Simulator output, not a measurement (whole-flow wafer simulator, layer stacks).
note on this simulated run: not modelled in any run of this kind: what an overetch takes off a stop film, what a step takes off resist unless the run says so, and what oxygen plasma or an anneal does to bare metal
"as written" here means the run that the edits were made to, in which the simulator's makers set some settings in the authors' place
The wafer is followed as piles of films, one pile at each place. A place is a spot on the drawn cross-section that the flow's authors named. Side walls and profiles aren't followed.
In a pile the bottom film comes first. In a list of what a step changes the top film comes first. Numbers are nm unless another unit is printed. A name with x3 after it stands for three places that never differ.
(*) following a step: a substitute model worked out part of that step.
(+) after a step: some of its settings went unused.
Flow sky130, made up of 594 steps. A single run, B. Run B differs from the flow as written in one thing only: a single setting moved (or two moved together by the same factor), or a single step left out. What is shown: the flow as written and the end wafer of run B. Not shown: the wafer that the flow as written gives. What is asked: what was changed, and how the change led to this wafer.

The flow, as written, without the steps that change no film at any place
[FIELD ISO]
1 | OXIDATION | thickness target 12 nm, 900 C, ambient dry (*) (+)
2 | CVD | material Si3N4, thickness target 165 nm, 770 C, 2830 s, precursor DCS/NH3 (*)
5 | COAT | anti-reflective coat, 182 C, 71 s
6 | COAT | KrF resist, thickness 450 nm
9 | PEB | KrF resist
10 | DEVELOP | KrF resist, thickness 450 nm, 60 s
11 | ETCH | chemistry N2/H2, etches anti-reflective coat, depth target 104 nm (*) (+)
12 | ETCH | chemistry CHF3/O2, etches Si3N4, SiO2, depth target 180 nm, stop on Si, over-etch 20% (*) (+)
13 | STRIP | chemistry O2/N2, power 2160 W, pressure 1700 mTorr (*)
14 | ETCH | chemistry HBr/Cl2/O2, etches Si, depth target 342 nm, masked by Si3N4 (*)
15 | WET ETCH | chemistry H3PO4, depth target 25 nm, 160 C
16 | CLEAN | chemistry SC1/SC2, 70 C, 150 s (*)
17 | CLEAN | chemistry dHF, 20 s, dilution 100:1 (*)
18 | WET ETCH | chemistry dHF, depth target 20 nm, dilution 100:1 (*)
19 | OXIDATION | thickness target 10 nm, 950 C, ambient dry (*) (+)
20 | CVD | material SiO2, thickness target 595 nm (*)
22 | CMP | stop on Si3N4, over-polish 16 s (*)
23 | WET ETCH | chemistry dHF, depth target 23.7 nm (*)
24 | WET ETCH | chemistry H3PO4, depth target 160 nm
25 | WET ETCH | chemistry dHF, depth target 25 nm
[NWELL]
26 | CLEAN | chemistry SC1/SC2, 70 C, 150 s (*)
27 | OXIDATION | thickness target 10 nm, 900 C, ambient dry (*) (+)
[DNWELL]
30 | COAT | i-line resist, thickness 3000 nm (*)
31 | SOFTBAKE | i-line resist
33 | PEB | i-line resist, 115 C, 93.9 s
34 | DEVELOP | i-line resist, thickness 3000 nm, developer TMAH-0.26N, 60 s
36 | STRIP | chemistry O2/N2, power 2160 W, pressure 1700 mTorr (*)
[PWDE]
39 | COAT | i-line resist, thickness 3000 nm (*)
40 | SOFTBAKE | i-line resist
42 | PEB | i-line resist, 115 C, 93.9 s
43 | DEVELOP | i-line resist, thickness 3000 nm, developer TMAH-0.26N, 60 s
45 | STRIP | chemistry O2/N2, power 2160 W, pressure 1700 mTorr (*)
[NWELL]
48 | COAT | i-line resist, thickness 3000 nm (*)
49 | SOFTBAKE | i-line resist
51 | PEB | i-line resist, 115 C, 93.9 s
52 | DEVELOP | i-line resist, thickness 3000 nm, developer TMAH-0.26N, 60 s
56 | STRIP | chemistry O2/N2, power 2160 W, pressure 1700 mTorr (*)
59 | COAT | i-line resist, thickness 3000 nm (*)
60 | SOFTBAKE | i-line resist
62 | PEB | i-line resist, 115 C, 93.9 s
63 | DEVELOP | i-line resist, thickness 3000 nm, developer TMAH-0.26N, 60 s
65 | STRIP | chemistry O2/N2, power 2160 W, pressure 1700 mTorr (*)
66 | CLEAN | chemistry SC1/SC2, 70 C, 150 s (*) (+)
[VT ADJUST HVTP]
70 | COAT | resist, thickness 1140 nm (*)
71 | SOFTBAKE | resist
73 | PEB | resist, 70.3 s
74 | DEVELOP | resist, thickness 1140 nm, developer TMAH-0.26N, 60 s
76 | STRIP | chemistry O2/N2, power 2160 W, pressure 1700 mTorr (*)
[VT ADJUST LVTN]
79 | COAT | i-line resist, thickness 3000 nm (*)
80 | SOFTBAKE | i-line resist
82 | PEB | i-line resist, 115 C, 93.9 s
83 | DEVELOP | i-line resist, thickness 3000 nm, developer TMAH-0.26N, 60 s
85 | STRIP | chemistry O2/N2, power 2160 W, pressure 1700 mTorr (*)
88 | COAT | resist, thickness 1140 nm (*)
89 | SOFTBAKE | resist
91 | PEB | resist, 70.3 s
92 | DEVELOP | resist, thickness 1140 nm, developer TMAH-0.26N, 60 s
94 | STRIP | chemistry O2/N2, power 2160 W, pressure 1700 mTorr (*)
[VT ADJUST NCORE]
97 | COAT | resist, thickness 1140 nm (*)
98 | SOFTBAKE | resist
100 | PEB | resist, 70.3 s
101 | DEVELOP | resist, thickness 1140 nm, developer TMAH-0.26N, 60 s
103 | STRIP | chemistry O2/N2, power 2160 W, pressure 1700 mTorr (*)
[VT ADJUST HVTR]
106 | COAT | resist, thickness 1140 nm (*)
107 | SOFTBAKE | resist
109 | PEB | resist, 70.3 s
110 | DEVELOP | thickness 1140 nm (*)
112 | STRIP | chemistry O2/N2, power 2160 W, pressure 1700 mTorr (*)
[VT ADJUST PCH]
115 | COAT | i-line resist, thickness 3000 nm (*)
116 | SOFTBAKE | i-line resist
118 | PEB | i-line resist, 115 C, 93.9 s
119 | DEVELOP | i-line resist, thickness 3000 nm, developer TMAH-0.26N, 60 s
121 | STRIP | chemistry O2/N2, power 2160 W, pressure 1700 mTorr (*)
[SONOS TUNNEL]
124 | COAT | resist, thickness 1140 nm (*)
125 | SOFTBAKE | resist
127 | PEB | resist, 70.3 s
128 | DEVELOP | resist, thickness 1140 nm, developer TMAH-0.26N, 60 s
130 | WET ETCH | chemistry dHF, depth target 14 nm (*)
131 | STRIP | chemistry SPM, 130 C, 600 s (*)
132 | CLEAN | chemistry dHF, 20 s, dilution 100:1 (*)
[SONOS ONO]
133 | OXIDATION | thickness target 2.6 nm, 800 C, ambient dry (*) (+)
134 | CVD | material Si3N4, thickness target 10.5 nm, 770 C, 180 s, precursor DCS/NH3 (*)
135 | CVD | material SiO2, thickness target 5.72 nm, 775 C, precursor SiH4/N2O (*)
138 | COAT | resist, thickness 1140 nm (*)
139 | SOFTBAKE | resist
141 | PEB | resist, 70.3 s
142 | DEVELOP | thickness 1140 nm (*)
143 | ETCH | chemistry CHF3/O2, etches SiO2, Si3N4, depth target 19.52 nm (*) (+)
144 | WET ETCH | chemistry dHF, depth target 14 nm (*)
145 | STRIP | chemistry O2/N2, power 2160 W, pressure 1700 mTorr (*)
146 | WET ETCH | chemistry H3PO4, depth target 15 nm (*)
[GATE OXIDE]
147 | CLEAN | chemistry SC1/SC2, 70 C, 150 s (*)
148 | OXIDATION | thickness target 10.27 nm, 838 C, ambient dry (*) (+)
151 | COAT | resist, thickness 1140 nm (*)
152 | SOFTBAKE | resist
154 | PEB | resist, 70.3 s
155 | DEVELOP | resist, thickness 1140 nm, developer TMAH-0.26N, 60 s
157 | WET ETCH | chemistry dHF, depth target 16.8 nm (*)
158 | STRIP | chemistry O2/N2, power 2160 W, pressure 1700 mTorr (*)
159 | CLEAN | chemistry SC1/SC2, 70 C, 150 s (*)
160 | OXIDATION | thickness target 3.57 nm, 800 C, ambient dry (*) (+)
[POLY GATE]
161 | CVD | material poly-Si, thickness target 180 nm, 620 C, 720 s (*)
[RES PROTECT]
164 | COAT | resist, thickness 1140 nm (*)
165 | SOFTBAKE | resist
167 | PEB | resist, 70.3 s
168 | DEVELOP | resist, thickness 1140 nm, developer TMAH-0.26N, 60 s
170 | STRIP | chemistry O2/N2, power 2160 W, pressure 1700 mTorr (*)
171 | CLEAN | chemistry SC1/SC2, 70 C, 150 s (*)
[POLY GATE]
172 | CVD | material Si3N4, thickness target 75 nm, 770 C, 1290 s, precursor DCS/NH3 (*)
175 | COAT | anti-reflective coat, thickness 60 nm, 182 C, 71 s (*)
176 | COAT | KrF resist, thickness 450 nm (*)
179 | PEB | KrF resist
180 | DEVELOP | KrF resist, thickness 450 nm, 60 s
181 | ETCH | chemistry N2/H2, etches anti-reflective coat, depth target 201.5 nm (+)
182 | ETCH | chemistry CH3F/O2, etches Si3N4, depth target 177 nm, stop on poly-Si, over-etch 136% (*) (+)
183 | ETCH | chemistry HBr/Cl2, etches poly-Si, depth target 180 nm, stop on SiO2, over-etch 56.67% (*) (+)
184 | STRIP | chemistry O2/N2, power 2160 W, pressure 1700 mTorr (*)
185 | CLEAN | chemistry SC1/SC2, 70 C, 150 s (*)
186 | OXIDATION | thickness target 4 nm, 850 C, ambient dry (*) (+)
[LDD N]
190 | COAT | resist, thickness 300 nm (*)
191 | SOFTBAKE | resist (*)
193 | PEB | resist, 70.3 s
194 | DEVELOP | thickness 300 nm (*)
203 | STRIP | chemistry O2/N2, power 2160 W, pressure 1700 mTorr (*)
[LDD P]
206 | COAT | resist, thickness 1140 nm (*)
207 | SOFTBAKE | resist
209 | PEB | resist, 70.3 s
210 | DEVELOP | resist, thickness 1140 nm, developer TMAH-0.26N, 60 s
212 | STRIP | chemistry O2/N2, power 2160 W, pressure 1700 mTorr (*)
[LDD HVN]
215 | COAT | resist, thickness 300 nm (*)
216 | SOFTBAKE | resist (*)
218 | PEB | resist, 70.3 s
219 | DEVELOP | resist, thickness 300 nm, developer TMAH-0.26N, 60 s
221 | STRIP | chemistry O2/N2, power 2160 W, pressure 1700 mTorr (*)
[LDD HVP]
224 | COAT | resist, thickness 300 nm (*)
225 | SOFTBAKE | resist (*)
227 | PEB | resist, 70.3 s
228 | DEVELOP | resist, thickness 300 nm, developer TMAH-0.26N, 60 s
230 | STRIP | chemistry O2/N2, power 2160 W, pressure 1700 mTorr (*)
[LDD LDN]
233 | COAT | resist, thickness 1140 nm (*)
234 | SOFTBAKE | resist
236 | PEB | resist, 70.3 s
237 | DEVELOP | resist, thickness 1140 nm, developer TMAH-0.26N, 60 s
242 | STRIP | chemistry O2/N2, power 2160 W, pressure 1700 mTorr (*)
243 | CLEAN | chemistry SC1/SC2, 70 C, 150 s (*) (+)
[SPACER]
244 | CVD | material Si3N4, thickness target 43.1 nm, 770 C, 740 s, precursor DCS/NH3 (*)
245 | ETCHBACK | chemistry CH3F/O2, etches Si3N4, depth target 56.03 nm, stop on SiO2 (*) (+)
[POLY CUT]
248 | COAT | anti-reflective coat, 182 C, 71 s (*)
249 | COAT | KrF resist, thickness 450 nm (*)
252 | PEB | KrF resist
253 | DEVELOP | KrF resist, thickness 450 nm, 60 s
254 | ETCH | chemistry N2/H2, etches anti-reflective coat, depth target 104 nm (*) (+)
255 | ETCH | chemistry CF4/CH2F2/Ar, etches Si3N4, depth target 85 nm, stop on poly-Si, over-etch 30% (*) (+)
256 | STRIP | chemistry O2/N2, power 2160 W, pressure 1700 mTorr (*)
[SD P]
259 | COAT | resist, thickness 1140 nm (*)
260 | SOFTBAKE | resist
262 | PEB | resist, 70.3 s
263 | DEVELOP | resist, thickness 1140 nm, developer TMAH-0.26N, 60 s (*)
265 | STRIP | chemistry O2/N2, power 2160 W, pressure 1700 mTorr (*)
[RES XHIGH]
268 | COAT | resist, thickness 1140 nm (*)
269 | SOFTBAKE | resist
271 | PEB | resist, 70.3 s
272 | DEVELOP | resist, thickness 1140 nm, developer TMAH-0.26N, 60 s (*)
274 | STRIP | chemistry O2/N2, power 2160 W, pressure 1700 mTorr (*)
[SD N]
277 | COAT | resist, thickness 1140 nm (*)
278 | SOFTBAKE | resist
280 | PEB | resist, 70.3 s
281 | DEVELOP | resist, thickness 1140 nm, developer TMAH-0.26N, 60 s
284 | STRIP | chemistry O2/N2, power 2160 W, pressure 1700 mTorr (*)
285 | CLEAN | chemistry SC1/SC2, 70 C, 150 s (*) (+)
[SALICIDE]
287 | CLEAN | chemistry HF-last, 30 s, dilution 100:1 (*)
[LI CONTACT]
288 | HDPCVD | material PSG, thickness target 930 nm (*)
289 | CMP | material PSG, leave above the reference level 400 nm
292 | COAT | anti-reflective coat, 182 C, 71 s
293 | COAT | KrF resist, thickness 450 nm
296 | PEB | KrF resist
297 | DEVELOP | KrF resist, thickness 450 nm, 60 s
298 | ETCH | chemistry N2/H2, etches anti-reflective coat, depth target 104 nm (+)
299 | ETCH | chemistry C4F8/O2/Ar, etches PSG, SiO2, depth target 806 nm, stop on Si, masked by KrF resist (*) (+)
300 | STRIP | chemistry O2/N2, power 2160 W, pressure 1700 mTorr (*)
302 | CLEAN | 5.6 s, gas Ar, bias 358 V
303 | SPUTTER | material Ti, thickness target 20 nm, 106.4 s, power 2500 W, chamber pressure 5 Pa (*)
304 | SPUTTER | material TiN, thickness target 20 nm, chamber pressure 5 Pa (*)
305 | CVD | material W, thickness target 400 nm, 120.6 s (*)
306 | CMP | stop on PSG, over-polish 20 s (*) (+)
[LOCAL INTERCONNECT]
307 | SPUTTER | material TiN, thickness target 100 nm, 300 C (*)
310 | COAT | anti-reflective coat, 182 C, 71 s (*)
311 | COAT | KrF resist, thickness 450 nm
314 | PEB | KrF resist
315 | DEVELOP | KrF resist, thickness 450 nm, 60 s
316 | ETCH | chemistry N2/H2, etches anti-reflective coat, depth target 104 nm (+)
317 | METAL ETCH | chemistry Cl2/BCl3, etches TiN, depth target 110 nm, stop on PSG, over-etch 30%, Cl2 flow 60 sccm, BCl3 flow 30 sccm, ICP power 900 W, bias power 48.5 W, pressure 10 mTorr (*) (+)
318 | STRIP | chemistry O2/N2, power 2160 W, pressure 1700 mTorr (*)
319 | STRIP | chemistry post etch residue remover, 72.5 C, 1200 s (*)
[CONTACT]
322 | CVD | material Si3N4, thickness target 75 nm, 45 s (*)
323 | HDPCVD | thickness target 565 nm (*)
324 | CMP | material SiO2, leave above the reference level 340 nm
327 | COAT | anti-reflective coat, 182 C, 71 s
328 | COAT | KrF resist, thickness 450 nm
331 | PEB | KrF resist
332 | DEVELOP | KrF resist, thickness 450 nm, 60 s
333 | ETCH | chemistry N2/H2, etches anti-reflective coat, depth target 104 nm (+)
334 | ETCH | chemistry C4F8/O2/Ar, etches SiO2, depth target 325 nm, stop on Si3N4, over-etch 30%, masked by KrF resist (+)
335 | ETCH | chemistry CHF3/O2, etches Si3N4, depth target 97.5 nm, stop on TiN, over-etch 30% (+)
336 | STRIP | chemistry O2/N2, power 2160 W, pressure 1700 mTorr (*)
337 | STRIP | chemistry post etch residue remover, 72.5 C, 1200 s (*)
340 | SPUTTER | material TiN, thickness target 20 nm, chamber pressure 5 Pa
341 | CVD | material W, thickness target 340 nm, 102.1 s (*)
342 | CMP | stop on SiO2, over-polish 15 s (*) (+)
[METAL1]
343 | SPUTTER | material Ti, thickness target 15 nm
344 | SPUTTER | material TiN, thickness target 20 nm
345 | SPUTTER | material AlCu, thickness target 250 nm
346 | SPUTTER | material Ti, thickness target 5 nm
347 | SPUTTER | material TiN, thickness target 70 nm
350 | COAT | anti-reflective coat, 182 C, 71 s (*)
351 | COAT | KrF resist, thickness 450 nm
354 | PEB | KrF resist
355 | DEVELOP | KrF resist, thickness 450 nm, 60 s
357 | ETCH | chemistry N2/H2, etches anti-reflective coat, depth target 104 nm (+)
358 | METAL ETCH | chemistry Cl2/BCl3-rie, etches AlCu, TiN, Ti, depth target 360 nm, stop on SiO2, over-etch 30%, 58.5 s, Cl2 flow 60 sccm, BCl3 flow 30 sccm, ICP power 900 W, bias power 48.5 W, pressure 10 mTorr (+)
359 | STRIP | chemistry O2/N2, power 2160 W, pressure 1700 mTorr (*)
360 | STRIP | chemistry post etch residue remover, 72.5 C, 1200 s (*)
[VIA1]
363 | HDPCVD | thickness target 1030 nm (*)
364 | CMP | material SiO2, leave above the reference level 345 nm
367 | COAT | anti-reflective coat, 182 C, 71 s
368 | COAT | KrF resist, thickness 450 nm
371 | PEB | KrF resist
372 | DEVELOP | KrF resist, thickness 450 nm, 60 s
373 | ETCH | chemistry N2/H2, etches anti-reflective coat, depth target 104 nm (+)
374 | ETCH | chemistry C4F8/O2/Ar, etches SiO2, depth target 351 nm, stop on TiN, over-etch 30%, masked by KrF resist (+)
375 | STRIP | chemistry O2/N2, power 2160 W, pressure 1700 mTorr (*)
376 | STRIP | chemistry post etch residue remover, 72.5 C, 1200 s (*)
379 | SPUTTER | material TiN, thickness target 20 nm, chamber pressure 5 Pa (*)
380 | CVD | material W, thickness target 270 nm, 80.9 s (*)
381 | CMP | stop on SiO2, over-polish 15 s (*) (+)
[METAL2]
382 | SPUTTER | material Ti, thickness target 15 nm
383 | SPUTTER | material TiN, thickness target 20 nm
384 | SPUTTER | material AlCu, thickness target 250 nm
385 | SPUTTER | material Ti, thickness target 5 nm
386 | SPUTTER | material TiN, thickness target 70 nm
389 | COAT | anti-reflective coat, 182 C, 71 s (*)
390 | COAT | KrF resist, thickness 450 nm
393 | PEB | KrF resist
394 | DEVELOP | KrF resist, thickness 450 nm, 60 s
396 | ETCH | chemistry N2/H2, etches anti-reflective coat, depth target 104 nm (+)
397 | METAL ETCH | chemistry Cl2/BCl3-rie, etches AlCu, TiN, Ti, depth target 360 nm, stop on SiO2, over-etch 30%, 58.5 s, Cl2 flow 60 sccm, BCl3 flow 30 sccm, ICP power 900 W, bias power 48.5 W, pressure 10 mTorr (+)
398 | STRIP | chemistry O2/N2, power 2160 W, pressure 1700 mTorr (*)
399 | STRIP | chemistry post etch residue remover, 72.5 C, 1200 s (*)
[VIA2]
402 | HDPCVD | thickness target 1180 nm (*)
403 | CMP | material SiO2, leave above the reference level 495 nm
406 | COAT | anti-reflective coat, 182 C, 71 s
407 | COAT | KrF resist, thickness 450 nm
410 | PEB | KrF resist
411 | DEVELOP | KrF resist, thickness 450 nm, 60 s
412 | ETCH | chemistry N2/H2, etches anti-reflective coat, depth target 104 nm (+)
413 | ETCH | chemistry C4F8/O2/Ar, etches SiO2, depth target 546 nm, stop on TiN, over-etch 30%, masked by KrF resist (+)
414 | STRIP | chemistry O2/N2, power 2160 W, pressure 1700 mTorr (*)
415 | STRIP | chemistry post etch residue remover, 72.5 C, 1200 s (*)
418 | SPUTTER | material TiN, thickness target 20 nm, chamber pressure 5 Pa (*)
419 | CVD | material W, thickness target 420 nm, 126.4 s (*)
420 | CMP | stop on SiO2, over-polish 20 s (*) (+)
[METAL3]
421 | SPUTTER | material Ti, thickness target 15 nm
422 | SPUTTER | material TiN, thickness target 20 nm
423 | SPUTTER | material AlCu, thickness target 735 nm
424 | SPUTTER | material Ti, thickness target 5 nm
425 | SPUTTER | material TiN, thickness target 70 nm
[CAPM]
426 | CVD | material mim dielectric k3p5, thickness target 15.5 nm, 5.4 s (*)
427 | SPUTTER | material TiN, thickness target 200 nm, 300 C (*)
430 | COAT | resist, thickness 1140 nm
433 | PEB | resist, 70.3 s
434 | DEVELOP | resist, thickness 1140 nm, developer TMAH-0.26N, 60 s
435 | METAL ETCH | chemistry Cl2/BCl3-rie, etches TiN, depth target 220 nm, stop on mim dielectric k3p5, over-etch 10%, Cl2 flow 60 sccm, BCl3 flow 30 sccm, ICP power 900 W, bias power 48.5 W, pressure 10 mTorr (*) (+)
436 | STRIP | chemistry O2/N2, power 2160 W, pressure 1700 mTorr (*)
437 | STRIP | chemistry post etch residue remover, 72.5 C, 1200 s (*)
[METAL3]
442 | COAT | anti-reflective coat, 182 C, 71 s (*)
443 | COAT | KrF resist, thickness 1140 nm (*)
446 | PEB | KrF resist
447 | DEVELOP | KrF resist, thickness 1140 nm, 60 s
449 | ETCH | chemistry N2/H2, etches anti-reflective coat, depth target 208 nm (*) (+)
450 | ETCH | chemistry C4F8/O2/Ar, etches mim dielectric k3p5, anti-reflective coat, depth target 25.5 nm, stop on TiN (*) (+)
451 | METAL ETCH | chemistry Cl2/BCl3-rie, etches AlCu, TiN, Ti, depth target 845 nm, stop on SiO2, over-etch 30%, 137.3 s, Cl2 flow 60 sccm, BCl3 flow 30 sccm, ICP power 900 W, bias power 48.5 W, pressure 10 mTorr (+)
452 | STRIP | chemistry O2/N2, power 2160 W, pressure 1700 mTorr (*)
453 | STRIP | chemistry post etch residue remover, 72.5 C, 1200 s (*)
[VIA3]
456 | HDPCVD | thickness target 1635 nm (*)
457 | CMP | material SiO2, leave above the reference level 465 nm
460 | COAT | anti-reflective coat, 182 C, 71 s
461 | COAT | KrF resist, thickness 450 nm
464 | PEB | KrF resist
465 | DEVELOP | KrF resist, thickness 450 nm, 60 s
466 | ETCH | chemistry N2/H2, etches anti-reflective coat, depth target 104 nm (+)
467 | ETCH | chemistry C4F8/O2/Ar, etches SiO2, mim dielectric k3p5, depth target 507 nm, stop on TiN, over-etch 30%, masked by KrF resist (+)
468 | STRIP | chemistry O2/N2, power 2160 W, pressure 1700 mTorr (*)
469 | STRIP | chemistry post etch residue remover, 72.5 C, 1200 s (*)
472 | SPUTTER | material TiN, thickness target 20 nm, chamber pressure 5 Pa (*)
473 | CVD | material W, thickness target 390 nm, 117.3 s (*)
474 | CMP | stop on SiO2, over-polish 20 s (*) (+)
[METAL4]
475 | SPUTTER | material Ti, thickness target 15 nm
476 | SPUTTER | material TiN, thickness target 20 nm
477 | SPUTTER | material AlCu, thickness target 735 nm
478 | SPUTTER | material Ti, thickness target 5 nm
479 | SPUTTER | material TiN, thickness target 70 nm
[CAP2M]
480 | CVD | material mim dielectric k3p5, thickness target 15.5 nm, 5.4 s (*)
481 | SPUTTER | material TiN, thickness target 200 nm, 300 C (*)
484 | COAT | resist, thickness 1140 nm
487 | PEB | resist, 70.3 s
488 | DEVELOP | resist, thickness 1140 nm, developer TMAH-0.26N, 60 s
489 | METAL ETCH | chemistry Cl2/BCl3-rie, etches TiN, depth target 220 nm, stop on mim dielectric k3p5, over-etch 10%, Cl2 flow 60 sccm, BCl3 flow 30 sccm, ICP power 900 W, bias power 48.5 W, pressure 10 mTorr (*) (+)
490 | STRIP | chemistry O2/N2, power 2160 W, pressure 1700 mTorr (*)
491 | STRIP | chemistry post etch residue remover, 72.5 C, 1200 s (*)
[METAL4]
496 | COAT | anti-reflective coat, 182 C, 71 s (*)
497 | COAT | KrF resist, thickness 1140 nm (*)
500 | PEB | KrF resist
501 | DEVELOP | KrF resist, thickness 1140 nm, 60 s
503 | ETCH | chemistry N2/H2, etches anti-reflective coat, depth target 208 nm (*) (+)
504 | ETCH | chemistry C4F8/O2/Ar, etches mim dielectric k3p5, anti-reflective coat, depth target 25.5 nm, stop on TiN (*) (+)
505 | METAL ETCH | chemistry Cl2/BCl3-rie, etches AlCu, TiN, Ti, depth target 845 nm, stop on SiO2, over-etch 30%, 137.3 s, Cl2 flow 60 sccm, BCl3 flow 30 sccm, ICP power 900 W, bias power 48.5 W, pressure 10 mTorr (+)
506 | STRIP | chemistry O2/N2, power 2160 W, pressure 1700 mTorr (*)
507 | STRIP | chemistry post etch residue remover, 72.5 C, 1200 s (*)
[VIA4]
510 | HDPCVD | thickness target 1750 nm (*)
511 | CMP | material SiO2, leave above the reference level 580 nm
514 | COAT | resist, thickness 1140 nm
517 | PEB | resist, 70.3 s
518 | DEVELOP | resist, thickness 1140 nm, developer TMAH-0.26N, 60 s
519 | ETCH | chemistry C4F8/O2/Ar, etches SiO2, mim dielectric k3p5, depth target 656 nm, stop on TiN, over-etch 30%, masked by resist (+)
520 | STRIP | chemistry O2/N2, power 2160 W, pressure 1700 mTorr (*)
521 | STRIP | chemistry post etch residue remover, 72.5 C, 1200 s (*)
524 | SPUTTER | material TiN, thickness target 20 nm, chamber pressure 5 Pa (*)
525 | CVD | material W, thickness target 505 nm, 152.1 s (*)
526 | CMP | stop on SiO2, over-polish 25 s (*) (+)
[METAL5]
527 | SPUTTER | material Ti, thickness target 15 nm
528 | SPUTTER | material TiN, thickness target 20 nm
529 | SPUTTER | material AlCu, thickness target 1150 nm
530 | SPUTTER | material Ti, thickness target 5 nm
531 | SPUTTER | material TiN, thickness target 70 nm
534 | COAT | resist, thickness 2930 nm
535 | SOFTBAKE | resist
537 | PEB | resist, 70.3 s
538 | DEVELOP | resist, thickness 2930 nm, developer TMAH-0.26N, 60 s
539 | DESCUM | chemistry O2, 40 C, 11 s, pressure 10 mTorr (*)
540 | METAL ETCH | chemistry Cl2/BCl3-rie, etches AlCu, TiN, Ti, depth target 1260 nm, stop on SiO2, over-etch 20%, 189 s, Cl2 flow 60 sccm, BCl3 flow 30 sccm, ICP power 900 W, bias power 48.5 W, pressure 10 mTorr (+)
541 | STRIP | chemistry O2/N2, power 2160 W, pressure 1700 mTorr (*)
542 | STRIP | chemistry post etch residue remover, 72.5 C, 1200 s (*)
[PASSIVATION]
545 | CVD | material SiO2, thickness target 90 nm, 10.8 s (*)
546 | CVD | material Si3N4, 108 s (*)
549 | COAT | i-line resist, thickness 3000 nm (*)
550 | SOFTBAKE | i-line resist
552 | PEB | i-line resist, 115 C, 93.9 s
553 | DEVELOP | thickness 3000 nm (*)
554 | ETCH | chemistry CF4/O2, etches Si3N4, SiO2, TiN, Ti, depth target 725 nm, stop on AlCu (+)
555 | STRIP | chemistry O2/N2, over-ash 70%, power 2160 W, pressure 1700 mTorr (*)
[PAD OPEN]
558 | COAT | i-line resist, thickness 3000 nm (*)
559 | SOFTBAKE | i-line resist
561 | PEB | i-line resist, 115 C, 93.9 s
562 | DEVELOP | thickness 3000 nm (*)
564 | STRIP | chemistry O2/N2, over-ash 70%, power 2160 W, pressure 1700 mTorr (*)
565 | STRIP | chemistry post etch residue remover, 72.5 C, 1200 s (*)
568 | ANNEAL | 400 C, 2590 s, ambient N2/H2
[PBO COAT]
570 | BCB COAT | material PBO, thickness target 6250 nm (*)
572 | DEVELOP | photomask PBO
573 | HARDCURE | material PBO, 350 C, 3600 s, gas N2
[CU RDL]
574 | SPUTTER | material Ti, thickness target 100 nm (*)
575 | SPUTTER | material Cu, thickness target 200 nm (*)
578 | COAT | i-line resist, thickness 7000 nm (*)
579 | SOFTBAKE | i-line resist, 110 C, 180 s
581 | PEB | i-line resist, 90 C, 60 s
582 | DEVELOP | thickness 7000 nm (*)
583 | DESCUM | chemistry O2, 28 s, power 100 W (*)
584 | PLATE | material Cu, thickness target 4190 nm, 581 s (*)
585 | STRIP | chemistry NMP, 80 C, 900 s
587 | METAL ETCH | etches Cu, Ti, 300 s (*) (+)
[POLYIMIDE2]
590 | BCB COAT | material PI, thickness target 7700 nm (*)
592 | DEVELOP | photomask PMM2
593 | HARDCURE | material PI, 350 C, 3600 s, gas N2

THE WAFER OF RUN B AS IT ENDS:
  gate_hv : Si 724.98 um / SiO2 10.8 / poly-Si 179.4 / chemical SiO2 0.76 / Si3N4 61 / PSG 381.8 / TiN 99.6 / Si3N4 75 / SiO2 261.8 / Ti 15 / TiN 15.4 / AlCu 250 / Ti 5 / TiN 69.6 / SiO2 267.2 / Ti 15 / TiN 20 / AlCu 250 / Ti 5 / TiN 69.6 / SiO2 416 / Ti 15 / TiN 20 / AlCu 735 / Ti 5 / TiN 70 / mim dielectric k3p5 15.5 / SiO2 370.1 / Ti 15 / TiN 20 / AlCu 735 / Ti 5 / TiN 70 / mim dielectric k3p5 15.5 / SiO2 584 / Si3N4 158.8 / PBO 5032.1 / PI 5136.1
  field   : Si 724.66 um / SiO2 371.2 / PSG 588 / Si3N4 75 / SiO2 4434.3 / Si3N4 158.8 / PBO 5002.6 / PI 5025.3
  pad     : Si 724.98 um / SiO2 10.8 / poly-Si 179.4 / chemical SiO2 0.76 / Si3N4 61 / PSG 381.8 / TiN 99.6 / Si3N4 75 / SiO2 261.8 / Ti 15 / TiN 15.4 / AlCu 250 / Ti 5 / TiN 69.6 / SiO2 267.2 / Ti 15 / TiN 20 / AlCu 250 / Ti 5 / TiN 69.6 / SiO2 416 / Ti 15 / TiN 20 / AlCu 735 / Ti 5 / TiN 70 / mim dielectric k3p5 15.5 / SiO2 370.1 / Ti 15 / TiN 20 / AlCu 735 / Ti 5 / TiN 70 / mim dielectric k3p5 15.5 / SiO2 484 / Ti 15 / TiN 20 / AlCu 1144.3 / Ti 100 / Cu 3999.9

The reason: step 344, SPUTTER: thickness target 15.4 nm was run, though the flow has thickness target 20 nm.
The wafer itself shows it: gate_hv has TiN 15.4, and step 344 as written asks for 20 nm.

How this came from the change, step by step:
  344 | SPUTTER | material TiN, thickness target 20 nm
      field, active, n_well and 188 more: TiN gains 15.4 (new film) (in the flow as written it would be: TiN gains 20 (new film))
  358 | METAL ETCH | chemistry Cl2/BCl3-rie, etches AlCu, TiN, Ti, depth target 360 nm, stop on SiO2, over-etch 30%, 58.5 s, Cl2 flow 60 sccm, BCl3 flow 30 sccm, ICP power 900 W, bias power 48.5 W, pressure 10 mTorr (+)
      field, active, gate and 81 more: TiN loses 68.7 (all of it), Ti loses 5 (all of it), AlCu loses 250 (all of it), TiN loses 15.4 (all of it), Ti loses 15 (all of it), SiO2 loses 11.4 (in the flow as written it would be: TiN loses 68.7 (all of it), Ti loses 5 (all of it), AlCu loses 250 (all of it), TiN loses 20 (all of it), Ti loses 15 (all of it), SiO2 loses 10.9)
